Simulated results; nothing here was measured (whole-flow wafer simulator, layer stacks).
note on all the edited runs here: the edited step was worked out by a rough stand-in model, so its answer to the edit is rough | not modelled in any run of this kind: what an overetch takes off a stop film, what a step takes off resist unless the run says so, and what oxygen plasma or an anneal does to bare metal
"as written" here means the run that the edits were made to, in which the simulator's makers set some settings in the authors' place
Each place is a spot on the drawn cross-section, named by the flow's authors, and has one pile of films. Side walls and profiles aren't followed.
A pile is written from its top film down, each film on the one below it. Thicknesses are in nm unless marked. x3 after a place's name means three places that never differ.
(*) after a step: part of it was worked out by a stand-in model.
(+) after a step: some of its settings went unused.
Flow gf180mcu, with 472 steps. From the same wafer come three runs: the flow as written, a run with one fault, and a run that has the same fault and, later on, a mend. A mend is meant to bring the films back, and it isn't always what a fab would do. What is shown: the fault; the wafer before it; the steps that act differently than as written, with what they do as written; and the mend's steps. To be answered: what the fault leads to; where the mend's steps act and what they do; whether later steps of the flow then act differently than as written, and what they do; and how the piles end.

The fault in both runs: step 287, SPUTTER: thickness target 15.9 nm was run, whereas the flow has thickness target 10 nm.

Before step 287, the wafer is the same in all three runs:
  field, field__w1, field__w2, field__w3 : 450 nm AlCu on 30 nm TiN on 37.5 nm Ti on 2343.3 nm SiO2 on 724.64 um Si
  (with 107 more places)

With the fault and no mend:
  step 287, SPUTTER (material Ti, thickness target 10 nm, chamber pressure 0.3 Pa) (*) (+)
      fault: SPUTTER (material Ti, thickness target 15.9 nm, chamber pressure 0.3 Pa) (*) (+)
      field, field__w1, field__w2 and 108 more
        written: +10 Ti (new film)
        fault: +15.9 Ti (new film)
  Steps later in the flow that act otherwise than as written (5 other steps are not shown; they differ only slightly, by no more than 2% or 0.5 nm, whichever is larger):
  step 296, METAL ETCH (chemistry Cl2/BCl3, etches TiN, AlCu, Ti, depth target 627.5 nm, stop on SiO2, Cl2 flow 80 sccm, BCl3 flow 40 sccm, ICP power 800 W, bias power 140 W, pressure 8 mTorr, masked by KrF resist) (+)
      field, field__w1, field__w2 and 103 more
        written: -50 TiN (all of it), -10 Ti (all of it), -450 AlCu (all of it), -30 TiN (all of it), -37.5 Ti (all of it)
        fault: -50 TiN (all of it), -15.9 Ti (all of it), -450 AlCu (all of it), -30 TiN (all of it), -37.5 Ti (all of it)
  By the end, the piles at field__w8, contact, m1, m1__w1, m1_nw depart from the flow's by more than 2% or 0.5 nm, whichever is larger.
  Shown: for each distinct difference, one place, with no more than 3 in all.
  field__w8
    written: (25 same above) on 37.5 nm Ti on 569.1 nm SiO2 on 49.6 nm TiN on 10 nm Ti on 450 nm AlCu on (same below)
    fault: (25 same above) on 37.5 nm Ti on 563.2 nm SiO2 on 49.6 nm TiN on 15.9 nm Ti on 450 nm AlCu on (same below)
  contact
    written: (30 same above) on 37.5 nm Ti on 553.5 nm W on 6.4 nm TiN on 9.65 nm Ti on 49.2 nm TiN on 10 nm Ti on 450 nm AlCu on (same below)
    fault: (30 same above) on 37.5 nm Ti on 547.5 nm W on 6.43 nm TiN on 9.69 nm Ti on 49.2 nm TiN on 15.9 nm Ti on 450 nm AlCu on (same below)

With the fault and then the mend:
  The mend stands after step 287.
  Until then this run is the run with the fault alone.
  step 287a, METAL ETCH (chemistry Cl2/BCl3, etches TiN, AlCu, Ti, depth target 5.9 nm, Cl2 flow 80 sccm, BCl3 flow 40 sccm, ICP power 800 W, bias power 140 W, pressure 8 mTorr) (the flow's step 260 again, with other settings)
      field, field__w1, field__w2 and 108 more
        -5.9 Ti
  Every later step of the flow that is run acts as written at every place that is followed.
  At every place that both follow, the piles at the end match the flow's.
